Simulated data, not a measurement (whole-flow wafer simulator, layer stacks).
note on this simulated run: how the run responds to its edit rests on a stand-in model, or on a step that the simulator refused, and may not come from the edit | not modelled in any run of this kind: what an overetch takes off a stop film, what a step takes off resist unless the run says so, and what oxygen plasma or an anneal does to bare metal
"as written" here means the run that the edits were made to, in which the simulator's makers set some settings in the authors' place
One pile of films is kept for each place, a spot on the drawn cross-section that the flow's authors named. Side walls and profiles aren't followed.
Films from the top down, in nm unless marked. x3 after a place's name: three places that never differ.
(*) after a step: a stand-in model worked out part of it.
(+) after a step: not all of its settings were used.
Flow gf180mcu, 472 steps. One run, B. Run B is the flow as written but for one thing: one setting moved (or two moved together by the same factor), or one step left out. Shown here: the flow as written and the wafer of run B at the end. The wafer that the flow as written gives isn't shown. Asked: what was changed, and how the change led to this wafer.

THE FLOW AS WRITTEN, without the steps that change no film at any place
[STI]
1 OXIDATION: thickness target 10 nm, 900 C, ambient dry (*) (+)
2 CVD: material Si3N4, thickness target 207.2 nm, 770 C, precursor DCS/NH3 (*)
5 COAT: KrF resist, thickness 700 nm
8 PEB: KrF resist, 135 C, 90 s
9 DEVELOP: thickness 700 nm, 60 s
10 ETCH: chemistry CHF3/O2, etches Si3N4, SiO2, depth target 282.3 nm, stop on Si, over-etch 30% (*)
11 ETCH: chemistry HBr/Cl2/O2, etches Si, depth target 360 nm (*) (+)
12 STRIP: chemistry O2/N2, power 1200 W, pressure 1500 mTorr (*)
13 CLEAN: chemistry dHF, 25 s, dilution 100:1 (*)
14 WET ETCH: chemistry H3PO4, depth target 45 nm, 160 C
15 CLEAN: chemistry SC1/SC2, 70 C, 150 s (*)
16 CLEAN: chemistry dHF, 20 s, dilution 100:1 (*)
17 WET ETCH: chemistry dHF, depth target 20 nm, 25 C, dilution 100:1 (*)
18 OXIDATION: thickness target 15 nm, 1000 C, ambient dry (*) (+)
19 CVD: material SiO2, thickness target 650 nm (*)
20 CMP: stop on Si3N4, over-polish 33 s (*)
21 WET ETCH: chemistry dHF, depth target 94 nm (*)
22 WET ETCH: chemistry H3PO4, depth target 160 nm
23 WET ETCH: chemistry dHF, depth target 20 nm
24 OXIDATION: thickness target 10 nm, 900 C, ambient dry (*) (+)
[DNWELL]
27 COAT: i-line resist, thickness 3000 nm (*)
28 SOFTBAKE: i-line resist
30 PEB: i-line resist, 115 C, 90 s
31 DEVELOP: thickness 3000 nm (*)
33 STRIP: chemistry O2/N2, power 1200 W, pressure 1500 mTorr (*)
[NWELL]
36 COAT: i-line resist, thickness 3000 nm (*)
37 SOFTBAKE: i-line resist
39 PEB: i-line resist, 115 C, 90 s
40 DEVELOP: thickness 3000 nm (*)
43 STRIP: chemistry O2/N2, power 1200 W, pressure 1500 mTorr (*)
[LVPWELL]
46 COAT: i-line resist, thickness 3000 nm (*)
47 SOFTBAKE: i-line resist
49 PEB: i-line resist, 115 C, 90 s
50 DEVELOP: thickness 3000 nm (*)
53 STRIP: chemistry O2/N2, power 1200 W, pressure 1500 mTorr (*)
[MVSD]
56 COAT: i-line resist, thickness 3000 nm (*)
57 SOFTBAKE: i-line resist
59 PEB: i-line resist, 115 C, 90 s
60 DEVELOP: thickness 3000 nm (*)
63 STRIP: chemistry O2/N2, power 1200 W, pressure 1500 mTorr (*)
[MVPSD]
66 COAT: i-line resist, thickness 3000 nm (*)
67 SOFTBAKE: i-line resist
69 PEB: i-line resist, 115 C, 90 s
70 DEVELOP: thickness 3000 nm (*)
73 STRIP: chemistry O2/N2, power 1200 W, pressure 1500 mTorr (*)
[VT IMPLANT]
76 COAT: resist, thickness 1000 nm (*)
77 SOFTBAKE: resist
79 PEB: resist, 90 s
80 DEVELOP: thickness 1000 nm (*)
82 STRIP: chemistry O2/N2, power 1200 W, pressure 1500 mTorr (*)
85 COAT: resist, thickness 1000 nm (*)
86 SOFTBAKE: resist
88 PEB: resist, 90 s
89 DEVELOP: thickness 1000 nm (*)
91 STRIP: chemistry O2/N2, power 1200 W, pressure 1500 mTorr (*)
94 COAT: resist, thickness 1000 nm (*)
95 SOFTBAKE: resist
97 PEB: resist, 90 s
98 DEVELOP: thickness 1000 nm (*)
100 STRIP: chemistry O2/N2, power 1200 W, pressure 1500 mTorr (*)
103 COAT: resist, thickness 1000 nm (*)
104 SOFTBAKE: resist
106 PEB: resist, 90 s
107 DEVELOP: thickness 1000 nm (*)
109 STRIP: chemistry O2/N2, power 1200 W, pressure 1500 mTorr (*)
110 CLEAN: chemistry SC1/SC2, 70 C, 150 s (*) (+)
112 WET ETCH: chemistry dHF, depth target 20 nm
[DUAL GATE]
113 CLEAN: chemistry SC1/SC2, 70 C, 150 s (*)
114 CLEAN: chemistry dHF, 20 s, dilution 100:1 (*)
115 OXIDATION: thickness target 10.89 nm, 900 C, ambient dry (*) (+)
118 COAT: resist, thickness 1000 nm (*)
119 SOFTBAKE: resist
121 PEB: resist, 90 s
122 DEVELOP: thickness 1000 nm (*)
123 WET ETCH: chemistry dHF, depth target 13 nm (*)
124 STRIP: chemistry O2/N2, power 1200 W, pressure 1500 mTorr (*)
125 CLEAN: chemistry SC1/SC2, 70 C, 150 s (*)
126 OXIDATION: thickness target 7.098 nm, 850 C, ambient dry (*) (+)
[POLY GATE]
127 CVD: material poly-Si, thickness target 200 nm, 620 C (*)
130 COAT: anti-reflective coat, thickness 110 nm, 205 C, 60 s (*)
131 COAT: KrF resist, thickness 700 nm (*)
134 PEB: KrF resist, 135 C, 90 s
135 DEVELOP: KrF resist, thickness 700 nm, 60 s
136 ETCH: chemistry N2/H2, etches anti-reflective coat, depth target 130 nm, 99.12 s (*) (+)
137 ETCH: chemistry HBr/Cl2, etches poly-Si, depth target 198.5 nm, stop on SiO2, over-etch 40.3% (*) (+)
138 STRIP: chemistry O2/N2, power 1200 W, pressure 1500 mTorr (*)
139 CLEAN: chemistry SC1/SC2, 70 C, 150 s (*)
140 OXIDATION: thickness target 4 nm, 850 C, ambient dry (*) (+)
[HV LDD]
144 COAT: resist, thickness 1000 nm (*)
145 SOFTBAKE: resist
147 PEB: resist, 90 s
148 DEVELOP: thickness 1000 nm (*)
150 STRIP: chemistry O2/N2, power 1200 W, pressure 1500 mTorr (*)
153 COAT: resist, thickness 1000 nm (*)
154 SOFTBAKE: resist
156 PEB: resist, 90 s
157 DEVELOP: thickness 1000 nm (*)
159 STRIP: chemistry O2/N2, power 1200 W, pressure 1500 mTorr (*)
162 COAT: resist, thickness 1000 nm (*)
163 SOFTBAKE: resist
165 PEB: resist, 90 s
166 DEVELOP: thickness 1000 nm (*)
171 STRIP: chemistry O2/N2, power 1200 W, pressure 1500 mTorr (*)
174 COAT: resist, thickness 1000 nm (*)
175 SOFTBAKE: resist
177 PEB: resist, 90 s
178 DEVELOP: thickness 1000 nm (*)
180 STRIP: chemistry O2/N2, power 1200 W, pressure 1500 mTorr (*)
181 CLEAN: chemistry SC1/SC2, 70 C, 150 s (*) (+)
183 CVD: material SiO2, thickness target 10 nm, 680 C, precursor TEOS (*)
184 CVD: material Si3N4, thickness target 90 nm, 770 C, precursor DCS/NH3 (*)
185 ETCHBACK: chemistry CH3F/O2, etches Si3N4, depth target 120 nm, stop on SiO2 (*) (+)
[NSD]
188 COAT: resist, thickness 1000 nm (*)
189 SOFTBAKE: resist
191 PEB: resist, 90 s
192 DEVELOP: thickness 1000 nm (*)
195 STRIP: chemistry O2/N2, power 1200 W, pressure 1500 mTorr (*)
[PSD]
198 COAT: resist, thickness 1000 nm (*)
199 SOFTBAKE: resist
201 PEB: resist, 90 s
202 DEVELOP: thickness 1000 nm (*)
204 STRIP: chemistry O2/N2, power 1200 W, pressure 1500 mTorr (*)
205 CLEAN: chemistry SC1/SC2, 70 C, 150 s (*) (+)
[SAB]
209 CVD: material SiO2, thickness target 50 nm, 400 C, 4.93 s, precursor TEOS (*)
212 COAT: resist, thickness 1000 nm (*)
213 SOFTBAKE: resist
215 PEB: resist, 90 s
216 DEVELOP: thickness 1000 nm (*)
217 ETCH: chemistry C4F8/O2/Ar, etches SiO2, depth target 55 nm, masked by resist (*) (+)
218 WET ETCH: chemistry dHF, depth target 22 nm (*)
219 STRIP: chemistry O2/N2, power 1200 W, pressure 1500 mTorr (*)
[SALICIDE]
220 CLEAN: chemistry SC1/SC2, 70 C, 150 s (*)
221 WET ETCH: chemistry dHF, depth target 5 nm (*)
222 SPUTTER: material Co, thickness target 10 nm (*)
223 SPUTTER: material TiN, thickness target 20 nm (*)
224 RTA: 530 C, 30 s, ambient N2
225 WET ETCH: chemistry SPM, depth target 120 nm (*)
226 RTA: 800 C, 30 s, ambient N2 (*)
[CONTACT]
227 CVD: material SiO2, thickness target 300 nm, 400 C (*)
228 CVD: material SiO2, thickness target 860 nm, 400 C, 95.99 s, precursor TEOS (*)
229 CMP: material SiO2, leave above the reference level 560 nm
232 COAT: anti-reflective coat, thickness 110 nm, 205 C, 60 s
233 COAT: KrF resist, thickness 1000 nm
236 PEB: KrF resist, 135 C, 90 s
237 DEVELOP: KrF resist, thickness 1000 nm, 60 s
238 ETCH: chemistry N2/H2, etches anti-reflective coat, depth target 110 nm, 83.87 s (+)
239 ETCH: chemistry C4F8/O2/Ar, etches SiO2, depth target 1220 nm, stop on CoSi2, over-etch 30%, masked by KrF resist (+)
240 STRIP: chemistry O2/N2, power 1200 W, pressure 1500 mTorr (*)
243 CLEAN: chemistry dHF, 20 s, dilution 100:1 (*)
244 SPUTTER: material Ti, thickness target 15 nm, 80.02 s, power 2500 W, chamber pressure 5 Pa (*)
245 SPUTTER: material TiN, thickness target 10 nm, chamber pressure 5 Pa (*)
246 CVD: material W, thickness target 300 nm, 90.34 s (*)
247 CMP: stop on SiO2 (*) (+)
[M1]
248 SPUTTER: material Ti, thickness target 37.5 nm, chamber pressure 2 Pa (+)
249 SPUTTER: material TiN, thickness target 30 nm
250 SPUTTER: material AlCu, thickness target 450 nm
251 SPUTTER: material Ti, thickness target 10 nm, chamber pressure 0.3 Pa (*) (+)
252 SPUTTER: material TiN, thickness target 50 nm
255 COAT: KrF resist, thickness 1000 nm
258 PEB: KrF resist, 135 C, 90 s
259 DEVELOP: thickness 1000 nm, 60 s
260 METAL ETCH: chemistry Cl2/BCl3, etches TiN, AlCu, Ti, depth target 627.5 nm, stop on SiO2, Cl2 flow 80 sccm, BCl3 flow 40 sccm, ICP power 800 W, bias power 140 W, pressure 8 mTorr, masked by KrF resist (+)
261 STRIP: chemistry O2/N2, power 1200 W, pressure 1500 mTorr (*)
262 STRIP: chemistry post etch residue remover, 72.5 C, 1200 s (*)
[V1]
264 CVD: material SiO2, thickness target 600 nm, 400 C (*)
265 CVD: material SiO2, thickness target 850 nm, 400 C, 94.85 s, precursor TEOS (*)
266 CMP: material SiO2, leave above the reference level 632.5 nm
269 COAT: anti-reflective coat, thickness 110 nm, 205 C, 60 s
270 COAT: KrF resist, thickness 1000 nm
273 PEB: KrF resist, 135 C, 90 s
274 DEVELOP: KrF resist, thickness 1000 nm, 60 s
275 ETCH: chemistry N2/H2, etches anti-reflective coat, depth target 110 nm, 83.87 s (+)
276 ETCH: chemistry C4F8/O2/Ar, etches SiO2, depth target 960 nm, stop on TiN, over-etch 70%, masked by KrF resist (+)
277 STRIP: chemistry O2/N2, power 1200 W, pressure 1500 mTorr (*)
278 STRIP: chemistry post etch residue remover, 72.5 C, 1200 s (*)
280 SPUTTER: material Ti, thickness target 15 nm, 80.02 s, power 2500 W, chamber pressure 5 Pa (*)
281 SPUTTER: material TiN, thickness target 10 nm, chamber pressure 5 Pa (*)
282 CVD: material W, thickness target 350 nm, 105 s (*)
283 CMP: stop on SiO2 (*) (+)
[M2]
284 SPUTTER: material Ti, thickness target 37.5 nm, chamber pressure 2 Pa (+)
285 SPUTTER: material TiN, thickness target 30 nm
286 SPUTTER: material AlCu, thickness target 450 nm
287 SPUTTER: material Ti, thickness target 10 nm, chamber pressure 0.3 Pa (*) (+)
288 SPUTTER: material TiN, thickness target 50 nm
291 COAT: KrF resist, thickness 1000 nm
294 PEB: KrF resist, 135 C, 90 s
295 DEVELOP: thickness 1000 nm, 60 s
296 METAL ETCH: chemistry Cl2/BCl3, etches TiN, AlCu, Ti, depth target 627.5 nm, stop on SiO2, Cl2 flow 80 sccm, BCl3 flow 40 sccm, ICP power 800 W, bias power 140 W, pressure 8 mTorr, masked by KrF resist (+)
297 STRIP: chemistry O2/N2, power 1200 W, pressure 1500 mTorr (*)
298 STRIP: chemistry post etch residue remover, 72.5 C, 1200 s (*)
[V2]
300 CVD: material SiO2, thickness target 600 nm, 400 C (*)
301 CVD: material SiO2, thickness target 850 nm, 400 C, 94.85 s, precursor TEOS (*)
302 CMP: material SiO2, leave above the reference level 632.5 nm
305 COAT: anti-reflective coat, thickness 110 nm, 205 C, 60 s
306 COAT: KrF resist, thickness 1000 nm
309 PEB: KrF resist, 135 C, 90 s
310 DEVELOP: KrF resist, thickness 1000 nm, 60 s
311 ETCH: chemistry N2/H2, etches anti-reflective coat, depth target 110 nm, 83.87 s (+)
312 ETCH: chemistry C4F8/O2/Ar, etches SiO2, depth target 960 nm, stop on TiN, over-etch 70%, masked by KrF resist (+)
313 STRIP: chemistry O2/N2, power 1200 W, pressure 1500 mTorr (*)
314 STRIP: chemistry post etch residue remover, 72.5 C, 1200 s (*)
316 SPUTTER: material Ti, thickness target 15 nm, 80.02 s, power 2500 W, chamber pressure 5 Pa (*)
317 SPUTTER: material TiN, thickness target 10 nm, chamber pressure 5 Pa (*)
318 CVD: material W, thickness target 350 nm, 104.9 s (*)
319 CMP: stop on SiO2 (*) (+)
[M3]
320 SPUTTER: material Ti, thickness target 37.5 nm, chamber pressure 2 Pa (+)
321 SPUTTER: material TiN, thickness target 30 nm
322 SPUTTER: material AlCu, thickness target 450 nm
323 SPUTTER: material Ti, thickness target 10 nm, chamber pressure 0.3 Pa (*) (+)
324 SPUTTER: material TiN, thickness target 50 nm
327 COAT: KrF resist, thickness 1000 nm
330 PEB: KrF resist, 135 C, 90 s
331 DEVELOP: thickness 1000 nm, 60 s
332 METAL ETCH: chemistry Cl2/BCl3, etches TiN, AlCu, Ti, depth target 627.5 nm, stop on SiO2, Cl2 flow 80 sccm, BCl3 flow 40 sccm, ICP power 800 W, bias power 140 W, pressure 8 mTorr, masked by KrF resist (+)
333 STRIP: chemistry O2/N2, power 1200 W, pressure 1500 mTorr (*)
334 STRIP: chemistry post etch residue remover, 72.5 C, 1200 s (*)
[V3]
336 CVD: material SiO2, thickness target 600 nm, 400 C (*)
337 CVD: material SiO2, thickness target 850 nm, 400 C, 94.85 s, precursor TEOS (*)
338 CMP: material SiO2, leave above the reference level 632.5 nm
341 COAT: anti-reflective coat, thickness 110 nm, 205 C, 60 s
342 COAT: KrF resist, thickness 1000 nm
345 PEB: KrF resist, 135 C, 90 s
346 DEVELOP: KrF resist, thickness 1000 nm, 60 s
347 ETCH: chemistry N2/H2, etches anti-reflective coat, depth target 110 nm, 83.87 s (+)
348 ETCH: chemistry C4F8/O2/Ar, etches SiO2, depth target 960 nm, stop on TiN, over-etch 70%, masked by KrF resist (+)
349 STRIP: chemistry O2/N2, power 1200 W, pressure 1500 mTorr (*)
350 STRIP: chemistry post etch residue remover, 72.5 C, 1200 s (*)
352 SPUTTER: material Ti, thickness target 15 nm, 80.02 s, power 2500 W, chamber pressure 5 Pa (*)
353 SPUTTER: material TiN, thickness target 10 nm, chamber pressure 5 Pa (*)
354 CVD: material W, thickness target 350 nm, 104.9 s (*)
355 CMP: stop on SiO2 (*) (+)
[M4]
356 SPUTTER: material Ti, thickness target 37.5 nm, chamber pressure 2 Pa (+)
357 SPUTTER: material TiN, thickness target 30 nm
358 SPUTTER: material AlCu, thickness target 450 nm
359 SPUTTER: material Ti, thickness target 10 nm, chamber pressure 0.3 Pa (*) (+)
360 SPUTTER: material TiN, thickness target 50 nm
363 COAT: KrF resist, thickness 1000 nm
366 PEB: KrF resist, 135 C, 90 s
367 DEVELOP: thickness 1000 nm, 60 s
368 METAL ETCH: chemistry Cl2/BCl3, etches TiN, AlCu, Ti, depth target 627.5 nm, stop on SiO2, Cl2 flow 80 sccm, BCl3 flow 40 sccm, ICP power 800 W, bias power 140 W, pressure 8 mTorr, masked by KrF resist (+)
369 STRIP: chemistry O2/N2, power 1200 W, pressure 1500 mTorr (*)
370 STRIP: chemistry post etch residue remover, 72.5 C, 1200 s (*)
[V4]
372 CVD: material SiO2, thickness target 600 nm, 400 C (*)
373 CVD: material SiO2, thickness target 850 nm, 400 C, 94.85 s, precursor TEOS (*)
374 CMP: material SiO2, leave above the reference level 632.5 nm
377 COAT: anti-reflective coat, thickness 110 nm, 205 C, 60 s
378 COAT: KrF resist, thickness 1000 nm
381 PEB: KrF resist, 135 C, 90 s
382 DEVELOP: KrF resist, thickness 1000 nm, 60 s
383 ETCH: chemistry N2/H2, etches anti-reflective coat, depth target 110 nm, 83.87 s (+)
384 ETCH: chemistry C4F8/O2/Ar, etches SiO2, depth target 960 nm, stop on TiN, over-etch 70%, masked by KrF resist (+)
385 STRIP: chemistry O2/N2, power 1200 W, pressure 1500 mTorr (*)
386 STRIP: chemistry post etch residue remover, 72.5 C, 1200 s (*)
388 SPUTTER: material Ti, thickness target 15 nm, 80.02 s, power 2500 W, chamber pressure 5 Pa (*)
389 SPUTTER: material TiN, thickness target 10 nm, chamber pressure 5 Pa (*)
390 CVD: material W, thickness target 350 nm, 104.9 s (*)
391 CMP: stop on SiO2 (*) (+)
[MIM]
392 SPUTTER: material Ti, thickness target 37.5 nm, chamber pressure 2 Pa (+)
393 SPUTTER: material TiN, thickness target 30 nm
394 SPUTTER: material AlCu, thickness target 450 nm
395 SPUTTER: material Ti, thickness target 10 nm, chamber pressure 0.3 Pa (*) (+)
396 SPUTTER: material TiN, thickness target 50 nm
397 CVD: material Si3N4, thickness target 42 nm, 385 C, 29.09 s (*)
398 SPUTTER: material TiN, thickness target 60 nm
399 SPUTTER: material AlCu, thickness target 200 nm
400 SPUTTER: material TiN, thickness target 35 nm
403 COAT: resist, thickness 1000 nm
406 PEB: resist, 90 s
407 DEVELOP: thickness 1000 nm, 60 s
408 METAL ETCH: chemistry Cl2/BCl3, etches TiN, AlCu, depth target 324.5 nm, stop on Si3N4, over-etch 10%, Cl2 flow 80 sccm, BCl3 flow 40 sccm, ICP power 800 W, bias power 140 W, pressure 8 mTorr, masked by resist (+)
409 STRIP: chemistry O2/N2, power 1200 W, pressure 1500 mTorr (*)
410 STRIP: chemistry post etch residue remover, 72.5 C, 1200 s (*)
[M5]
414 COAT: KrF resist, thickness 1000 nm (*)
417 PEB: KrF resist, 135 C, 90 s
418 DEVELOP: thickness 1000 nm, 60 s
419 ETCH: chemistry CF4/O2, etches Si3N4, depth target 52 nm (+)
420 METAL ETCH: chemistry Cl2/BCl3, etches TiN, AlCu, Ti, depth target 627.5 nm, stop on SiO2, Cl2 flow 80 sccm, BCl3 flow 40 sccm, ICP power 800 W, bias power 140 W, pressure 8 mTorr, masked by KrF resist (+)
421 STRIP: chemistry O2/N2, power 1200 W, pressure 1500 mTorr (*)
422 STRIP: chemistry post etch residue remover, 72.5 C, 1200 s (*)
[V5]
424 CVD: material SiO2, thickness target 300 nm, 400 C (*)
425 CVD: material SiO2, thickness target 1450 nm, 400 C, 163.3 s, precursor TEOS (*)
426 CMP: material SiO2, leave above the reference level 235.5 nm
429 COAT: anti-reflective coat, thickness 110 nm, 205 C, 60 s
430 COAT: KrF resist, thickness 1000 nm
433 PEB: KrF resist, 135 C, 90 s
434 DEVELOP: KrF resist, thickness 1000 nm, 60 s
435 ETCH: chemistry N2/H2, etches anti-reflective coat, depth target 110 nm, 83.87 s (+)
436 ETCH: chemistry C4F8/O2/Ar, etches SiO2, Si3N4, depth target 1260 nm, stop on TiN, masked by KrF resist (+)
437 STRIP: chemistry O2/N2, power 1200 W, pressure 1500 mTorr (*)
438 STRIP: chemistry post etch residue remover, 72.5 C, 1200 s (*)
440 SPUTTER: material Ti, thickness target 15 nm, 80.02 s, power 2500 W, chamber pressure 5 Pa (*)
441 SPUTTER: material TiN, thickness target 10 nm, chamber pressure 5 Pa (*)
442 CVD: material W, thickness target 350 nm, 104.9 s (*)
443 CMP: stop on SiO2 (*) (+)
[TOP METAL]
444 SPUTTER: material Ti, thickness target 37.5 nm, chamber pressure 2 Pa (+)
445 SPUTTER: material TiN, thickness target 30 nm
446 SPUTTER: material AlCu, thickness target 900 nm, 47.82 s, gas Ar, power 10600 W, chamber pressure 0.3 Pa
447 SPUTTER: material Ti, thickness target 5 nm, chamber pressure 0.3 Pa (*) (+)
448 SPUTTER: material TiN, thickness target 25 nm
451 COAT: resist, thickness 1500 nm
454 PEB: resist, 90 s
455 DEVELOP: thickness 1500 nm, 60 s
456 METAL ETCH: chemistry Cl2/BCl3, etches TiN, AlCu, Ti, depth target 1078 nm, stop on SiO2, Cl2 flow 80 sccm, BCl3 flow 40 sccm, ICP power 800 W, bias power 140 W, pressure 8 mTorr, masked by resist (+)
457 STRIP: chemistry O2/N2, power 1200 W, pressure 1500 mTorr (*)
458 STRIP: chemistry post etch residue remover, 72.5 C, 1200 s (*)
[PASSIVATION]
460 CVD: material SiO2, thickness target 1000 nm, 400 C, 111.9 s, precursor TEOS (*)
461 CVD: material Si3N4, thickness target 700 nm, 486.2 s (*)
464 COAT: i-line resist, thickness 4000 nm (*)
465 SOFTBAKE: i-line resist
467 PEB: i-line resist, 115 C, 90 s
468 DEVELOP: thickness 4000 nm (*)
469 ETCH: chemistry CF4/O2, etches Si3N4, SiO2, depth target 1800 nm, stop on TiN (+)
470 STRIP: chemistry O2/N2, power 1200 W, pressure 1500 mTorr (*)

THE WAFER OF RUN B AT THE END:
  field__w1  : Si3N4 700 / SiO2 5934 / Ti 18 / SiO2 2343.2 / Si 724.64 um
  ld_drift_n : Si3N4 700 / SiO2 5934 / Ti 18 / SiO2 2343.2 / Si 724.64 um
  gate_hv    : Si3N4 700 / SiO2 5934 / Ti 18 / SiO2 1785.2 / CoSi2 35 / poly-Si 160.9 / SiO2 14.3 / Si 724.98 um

The cause: step 286, SPUTTER: thickness target 518 nm was run, where the flow has thickness target 450 nm.

How the change led to this, step by step:
  286 SPUTTER: material AlCu, thickness target 450 nm
      field, field__w1, field__w2 and 108 more: AlCu +518 (new film) (as written it would be: AlCu +450 (new film))
  296 METAL ETCH: chemistry Cl2/BCl3, etches TiN, AlCu, Ti, depth target 627.5 nm, stop on SiO2, Cl2 flow 80 sccm, BCl3 flow 40 sccm, ICP power 800 W, bias power 140 W, pressure 8 mTorr, masked by KrF resist (+)
      field, field__w1, field__w2 and 103 more: TiN -50 (all of it), Ti -10 (all of it), AlCu -518 (all of it), TiN -30 (all of it), Ti -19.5 (as written it would be: TiN -50 (all of it), Ti -10 (all of it), AlCu -450 (all of it), TiN -30 (all of it), Ti -37.5 (all of it))
  300 CVD: material SiO2, thickness target 600 nm, 400 C (*)
      field, field__w1, field__w2 and 103 more: SiO2 +600 (new film) (as written it would be: SiO2 +600)
  302 CMP: material SiO2, leave above the reference level 632.5 nm
      field, field__w1, field__w2 and 103 more: SiO2 -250 (as written it would be: SiO2 -300)
Counting metal films that touch as one body, field__w1 has 1 body; the flow as written gives 0 bodies.
Counting metal films that touch as one body, ld_drift_n has 1 body; the flow as written gives 0 bodies.
Counting metal films that touch as one body, gate_hv has 2 bodies (between them, from the top down: SiO2 1785.2); the flow as written gives 1 body.
